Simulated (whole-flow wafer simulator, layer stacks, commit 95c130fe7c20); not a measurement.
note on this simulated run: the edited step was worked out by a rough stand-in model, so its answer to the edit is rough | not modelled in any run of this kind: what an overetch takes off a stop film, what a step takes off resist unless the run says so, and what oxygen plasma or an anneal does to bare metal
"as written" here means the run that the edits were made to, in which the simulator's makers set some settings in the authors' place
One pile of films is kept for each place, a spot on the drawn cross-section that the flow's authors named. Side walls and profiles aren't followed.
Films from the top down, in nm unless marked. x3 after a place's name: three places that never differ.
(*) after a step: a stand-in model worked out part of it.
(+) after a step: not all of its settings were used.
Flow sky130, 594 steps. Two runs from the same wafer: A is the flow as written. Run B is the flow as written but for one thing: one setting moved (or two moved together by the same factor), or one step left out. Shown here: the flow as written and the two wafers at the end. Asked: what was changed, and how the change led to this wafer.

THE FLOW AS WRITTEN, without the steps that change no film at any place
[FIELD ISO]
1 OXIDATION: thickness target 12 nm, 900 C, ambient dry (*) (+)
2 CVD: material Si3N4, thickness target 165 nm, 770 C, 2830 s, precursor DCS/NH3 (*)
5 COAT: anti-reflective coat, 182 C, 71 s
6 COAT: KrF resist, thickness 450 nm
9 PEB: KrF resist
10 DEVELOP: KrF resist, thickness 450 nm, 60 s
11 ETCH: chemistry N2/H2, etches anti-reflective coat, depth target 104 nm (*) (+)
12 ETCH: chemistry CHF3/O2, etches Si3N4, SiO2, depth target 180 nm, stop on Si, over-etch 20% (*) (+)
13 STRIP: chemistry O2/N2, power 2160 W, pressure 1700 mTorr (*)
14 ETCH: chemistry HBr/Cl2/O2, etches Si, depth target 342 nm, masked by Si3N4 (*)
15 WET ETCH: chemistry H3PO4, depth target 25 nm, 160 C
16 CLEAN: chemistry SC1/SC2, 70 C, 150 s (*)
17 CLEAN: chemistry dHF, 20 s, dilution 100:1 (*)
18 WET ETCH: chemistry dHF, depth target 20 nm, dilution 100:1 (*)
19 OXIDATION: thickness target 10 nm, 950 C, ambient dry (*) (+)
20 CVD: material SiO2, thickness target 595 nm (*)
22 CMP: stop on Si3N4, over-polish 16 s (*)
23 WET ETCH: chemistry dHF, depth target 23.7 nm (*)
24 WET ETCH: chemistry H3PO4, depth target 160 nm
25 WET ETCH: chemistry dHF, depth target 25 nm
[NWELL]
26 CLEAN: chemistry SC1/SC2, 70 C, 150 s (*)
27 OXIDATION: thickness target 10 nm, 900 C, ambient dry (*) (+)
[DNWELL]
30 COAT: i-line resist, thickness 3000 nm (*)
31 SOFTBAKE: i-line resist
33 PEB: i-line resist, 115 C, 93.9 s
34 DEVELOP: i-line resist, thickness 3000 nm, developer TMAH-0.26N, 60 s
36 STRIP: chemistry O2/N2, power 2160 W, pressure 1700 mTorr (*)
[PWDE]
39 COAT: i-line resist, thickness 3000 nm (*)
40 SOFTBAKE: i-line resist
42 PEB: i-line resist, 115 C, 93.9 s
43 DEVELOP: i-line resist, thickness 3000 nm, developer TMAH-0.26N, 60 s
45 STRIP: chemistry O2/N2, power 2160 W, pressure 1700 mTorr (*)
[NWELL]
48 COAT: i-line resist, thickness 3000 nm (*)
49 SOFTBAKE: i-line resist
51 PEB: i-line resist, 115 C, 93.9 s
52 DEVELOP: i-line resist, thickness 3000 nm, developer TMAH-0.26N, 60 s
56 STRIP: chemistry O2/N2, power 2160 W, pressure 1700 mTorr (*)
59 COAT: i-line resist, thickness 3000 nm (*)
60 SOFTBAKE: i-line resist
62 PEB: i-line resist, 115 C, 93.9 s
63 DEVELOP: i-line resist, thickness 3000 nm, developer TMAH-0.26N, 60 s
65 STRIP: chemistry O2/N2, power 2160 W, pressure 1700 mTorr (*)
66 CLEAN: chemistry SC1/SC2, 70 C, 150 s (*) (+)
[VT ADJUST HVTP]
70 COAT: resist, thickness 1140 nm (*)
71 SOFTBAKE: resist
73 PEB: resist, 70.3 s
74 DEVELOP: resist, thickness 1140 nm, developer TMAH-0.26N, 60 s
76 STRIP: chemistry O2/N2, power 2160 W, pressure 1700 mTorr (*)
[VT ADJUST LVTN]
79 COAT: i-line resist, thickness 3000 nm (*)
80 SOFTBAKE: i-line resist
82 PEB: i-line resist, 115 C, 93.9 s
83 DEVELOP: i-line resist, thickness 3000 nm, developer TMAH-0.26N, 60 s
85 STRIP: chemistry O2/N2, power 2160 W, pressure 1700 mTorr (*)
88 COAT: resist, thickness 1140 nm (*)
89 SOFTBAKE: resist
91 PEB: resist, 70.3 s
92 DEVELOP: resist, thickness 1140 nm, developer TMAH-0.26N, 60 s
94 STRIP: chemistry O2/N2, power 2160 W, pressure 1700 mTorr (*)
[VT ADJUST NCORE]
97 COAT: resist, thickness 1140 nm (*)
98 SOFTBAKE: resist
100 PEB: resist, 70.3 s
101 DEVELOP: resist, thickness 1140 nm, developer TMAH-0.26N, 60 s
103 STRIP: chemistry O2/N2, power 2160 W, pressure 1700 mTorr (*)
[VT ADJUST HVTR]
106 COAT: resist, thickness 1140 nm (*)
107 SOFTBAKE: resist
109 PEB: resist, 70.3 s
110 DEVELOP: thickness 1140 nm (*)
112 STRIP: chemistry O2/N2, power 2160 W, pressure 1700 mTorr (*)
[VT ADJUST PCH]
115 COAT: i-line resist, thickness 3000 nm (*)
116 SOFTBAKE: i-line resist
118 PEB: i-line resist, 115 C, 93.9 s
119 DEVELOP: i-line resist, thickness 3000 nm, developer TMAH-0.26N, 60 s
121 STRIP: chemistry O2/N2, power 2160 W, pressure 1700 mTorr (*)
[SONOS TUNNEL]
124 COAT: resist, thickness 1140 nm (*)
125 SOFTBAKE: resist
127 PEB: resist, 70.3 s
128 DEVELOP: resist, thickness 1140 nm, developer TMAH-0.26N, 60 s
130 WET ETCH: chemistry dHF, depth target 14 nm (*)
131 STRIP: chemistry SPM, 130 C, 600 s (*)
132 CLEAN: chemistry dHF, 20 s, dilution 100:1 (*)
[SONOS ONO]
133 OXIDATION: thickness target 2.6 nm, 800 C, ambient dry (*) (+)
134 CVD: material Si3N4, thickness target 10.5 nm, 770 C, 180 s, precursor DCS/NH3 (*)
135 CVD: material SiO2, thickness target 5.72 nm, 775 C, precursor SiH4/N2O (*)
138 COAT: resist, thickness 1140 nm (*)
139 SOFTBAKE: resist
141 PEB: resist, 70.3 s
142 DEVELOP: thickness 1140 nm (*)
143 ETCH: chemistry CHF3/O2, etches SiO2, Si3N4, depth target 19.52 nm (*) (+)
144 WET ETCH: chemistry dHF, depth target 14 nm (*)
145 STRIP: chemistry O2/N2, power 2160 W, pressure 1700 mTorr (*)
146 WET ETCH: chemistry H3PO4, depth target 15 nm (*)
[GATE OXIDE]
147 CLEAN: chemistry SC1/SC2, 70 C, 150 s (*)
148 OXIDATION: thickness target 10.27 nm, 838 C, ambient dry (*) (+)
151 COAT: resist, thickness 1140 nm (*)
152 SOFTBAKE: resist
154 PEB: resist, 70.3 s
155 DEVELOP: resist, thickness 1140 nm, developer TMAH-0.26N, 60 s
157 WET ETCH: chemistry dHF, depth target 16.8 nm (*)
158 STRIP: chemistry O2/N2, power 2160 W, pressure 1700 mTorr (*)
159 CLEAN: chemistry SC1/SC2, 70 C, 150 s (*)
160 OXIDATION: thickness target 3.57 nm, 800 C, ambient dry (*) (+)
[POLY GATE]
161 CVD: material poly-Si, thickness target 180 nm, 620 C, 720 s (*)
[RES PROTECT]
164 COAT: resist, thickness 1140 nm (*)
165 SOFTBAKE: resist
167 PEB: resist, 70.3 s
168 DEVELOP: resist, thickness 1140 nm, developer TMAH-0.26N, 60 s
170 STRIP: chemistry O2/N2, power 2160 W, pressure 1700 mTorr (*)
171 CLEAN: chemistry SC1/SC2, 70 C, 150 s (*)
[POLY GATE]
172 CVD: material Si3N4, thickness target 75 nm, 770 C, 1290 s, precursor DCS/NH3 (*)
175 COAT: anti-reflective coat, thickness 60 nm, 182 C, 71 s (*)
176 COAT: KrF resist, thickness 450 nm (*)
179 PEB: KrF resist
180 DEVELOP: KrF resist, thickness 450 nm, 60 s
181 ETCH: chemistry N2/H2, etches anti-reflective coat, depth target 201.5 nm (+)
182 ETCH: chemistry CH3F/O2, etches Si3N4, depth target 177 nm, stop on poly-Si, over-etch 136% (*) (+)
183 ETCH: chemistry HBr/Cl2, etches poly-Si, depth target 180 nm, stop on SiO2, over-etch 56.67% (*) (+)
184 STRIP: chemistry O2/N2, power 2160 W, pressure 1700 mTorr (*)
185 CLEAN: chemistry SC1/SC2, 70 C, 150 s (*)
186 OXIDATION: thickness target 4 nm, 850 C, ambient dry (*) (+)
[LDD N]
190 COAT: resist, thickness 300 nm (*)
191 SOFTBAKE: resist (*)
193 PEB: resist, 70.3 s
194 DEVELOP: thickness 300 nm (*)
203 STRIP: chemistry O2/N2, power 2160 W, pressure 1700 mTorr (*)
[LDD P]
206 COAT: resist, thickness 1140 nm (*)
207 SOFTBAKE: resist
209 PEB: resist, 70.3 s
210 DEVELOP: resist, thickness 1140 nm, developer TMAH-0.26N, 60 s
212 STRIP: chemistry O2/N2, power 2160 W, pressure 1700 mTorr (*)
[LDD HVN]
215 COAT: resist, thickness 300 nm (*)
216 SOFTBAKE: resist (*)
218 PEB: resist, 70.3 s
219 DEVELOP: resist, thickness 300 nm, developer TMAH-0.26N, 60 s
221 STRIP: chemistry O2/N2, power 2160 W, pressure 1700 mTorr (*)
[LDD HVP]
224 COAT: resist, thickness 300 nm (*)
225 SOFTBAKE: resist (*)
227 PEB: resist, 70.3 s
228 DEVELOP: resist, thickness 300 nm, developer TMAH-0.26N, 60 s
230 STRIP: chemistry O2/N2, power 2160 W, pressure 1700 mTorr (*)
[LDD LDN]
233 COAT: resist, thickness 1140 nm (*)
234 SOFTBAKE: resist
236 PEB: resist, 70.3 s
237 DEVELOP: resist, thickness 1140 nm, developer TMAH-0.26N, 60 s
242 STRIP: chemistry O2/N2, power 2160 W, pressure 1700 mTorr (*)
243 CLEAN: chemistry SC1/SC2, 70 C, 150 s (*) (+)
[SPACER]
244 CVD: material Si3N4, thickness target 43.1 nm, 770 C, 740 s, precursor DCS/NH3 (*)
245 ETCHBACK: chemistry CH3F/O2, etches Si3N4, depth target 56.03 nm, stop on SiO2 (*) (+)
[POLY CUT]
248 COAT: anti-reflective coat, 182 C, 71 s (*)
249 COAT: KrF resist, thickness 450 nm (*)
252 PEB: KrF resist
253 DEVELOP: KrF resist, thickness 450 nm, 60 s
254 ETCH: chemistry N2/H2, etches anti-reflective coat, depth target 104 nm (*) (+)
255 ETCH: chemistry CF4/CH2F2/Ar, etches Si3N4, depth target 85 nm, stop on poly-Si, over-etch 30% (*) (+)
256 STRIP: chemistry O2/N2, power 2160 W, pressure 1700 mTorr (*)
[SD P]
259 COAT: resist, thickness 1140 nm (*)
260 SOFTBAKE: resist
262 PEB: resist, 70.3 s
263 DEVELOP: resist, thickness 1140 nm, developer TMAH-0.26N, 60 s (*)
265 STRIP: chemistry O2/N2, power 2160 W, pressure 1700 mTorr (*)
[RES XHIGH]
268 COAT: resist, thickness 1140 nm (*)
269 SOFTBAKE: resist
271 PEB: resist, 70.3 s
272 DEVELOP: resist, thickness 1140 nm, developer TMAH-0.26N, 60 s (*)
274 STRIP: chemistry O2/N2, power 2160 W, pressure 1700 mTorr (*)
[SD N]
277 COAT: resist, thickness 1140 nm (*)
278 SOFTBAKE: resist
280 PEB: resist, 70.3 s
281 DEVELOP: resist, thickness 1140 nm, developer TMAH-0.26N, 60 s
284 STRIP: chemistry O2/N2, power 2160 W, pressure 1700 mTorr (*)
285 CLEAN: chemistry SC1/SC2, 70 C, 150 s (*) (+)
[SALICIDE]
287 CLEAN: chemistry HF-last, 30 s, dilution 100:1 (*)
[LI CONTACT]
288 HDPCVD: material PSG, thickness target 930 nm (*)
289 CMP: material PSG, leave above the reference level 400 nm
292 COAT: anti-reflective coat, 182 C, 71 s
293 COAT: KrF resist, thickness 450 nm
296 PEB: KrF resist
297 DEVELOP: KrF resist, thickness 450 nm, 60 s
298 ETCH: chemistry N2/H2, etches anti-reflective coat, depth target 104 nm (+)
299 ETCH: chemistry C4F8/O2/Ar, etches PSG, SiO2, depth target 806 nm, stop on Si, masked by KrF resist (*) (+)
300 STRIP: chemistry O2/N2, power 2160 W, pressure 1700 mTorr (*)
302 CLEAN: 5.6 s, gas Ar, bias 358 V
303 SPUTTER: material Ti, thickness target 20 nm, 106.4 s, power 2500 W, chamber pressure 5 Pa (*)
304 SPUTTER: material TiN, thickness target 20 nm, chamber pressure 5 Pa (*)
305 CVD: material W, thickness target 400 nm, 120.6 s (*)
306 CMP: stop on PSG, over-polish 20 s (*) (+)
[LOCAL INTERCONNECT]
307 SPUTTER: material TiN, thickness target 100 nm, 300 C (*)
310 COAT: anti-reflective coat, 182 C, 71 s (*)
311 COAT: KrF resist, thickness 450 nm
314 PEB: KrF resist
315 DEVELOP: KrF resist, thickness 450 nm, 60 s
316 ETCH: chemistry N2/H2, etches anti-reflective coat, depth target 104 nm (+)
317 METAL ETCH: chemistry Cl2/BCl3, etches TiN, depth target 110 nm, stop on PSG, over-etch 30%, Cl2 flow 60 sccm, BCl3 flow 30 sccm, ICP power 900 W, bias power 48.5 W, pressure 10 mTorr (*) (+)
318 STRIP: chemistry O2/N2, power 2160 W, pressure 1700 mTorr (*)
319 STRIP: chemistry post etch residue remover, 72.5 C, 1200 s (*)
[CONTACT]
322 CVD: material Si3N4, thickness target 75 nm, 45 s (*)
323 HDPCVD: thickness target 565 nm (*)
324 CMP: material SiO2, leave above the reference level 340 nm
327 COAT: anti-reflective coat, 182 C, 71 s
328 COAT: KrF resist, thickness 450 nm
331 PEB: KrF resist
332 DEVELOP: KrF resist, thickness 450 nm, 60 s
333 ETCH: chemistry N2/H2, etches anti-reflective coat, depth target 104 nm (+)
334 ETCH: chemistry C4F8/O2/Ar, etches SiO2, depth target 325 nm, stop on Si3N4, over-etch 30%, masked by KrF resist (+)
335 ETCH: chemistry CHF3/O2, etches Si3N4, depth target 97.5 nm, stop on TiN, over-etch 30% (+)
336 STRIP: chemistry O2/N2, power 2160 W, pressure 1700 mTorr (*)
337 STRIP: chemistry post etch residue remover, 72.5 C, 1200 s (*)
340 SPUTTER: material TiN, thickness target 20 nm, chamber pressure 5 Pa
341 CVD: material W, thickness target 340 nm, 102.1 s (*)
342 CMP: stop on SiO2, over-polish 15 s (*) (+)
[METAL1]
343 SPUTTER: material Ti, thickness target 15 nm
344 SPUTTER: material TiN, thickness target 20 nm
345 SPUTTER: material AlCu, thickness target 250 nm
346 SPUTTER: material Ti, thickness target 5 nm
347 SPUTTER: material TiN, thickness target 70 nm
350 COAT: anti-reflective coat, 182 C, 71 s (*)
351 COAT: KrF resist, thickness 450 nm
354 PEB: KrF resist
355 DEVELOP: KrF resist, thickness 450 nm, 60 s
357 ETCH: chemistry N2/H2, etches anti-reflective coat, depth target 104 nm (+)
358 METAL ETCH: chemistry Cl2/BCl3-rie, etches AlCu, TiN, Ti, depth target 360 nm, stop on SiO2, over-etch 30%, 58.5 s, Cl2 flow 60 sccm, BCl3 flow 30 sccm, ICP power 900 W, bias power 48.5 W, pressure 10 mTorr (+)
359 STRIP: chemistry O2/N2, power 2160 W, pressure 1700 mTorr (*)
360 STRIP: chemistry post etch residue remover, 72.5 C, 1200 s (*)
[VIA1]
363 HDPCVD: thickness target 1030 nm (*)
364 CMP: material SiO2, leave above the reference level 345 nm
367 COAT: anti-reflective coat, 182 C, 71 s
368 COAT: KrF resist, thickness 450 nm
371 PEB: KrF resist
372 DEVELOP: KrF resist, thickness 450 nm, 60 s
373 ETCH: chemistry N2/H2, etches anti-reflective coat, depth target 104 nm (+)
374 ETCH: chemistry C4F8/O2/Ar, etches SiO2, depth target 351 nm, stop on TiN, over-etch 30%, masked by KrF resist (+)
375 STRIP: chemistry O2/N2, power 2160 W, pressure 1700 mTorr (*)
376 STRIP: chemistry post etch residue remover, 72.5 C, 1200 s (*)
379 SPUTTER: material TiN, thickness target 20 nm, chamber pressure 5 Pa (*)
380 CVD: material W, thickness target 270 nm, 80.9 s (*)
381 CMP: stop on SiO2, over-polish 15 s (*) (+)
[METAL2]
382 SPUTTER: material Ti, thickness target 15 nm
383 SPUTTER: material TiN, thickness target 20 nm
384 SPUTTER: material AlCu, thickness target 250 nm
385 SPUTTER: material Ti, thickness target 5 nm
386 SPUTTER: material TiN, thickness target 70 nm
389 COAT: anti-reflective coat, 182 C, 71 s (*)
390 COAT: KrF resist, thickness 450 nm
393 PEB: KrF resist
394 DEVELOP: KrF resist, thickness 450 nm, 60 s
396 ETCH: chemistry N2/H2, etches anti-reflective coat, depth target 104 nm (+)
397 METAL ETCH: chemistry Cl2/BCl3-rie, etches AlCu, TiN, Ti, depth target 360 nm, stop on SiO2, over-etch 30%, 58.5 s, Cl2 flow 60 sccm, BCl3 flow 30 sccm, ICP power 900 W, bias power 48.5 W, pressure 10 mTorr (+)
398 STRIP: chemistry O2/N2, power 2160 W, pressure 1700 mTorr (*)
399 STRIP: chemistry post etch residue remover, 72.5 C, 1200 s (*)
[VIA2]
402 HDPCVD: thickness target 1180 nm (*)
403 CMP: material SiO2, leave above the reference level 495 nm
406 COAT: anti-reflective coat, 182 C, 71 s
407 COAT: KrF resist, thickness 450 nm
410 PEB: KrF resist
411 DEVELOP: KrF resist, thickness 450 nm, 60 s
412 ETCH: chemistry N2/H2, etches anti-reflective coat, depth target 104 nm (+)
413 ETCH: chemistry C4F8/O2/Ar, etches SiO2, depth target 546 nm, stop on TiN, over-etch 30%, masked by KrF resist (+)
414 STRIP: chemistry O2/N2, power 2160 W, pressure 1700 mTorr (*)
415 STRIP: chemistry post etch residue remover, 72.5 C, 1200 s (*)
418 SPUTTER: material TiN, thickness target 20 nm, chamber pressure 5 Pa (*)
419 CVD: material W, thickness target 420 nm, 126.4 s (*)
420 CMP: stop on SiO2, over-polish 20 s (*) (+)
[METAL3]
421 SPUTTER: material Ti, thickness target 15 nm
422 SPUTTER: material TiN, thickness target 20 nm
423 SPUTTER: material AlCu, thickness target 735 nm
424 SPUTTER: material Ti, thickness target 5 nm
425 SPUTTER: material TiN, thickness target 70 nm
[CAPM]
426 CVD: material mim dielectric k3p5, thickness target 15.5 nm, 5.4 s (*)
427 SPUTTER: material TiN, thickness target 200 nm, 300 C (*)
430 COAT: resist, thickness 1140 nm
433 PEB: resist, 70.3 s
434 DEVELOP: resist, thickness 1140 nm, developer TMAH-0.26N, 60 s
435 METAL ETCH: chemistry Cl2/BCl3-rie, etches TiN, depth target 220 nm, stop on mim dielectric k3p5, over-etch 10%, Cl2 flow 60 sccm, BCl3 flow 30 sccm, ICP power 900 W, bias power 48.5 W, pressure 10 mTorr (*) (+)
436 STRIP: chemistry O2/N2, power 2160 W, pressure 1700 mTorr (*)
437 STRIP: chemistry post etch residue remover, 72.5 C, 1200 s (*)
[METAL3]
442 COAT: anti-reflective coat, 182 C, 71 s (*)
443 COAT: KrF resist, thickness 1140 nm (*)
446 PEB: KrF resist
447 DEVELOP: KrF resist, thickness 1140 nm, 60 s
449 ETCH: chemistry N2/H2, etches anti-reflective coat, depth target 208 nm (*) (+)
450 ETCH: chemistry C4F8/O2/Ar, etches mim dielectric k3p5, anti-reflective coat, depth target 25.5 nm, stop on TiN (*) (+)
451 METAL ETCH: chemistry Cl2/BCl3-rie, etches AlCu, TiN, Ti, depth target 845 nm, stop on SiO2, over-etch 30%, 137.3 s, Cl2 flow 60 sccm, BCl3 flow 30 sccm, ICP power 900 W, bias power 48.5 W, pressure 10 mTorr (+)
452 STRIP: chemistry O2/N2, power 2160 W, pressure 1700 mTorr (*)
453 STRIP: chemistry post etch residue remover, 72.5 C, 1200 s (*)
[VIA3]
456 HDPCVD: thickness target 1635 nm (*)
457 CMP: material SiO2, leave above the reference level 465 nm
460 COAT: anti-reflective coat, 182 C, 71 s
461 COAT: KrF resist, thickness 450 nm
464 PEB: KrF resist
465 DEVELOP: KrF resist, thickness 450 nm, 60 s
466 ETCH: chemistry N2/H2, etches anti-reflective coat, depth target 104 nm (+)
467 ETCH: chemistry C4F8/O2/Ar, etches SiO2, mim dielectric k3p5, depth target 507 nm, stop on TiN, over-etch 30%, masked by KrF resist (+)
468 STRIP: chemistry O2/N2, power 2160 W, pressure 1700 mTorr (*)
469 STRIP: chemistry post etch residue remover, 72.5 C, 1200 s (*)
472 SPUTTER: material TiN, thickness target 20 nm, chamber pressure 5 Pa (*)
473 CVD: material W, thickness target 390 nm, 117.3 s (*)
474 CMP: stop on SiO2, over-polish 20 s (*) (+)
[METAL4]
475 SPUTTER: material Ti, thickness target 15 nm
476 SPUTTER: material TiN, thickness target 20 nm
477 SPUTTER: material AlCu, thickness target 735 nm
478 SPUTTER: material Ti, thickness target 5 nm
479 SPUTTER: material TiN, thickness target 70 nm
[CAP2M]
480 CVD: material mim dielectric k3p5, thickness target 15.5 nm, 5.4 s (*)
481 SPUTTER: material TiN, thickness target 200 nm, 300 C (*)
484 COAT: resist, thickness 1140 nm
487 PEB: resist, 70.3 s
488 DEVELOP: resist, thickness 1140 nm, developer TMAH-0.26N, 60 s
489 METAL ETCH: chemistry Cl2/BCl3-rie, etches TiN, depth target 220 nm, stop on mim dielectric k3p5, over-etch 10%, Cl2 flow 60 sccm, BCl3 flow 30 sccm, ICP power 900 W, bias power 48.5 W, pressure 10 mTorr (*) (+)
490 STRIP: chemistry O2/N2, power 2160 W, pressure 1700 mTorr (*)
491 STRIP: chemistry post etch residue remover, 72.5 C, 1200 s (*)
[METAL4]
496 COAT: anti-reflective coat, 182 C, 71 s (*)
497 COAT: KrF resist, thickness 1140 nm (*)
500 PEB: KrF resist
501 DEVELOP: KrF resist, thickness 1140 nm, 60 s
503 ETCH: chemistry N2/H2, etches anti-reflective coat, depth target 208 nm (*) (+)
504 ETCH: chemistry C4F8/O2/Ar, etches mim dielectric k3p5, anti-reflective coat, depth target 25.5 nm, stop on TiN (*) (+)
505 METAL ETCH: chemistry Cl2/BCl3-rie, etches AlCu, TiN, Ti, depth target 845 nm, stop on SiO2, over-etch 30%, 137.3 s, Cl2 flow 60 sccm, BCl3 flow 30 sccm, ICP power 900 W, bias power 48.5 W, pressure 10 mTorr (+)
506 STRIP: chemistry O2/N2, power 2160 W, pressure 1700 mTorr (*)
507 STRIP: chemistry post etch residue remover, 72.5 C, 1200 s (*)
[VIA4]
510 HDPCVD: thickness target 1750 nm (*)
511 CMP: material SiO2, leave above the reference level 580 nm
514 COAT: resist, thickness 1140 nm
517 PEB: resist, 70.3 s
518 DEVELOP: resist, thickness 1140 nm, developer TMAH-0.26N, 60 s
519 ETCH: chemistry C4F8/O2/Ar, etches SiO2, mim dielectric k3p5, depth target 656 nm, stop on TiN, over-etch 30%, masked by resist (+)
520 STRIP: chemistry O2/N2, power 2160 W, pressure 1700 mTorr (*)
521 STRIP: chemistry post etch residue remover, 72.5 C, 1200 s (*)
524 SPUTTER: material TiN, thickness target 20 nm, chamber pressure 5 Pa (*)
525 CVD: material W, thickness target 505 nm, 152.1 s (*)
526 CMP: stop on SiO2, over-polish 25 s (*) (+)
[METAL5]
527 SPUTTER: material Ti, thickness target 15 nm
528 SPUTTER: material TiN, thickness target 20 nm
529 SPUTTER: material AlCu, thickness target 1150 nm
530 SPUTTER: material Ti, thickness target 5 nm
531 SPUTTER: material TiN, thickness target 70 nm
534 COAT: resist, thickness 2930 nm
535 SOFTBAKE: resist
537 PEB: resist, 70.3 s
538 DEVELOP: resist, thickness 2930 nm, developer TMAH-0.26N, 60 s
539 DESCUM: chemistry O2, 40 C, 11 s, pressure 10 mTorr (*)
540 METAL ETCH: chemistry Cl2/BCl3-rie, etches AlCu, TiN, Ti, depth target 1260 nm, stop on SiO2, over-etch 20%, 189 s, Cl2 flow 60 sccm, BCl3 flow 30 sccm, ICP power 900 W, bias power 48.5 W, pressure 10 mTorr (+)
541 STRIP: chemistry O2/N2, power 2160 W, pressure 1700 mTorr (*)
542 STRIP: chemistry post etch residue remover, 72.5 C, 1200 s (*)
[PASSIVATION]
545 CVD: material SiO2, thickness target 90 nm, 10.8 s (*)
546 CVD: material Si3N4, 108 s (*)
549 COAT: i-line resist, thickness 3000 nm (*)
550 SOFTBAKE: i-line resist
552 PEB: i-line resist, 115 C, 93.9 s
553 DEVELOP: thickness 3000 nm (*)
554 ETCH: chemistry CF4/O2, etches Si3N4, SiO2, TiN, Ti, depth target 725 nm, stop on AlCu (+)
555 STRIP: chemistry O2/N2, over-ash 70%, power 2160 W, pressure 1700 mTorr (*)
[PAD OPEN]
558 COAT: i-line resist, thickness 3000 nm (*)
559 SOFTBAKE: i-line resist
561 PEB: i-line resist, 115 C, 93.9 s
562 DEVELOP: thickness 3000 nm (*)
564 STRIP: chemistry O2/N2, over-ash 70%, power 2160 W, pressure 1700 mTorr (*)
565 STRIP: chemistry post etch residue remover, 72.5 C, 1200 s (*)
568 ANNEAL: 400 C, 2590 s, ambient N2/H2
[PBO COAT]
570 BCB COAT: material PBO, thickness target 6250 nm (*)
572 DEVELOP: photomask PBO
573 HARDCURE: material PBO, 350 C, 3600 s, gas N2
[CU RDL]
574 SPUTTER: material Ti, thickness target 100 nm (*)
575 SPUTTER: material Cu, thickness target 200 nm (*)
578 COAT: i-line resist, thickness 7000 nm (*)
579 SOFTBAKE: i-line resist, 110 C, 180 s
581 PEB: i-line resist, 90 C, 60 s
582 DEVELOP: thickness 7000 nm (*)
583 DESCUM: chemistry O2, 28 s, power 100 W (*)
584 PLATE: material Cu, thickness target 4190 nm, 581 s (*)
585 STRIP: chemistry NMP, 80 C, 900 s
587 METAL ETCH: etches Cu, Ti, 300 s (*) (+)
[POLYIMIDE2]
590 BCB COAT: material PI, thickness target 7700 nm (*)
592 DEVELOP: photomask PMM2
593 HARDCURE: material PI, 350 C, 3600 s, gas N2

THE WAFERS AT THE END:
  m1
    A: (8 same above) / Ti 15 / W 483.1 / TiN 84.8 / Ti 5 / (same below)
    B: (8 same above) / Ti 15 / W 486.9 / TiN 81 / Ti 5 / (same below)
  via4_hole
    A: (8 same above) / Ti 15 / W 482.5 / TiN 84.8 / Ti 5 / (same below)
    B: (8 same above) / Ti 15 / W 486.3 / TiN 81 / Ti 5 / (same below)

The cause: step 524, SPUTTER: thickness target 15 nm was run, where the flow has thickness target 20 nm.

How the change led to this, step by step:
  524 SPUTTER: material TiN, thickness target 20 nm, chamber pressure 5 Pa (*)
      field, active, n_well and 188 more: A TiN +20 (new film) | B TiN +15 (new film)
      m1, via4_hole: A TiN +15.3 | B TiN +11.4
  526 CMP: stop on SiO2, over-polish 25 s (*) (+)
      field, active, n_well and 188 more: A W -505 (all of it), TiN -20 (all of it), SiO2 -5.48 | B W -505 (all of it), TiN -15 (all of it), SiO2 -5.48
